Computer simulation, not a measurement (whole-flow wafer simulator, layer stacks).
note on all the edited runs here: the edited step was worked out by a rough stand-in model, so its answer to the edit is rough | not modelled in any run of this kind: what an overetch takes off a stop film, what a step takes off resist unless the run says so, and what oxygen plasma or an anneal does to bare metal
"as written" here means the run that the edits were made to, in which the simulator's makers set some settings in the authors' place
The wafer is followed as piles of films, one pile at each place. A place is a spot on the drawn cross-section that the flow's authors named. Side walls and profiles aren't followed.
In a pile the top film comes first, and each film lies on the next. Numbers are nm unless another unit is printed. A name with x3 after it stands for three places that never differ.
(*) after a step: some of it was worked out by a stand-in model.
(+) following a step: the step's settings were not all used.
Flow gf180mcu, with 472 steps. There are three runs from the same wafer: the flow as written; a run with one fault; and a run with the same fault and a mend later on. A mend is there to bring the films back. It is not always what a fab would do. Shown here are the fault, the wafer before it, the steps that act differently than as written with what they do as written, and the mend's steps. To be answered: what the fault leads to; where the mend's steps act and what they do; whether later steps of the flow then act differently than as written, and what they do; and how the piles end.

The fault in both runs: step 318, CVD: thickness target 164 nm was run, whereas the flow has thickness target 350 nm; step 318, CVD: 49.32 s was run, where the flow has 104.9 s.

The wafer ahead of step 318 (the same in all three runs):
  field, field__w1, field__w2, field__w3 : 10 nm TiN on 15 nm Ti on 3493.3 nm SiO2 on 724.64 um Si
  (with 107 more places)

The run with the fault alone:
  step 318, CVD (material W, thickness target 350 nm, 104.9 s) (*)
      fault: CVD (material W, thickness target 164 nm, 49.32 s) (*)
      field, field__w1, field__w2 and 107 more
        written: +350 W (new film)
        fault: +166 W (new film)
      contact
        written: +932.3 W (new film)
        fault: +748.3 W (new film)
  Steps further on in the flow that do not act as written:
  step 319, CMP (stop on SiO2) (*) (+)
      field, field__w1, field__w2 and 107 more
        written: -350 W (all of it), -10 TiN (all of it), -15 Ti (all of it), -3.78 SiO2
        fault: -166 W (all of it), -10 TiN (all of it), -15 Ti (all of it), -1.93 SiO2
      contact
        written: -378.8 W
        fault: -192.9 W
  The piles end only slightly different from the flow's at the places that both follow, by no more than 2% or 0.5 nm, whichever is larger.

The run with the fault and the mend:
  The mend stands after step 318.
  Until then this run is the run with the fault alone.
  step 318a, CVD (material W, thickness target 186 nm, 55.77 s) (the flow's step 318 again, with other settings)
      field, field__w1, field__w2 and 108 more
        +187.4 W
  None of the later steps of the flow differs from how it acts as written, at any place that is followed, by more than 2% or 0.5 nm, whichever is larger.
  The piles end only slightly different from the flow's at the places that both follow, by no more than 2% or 0.5 nm, whichever is larger.
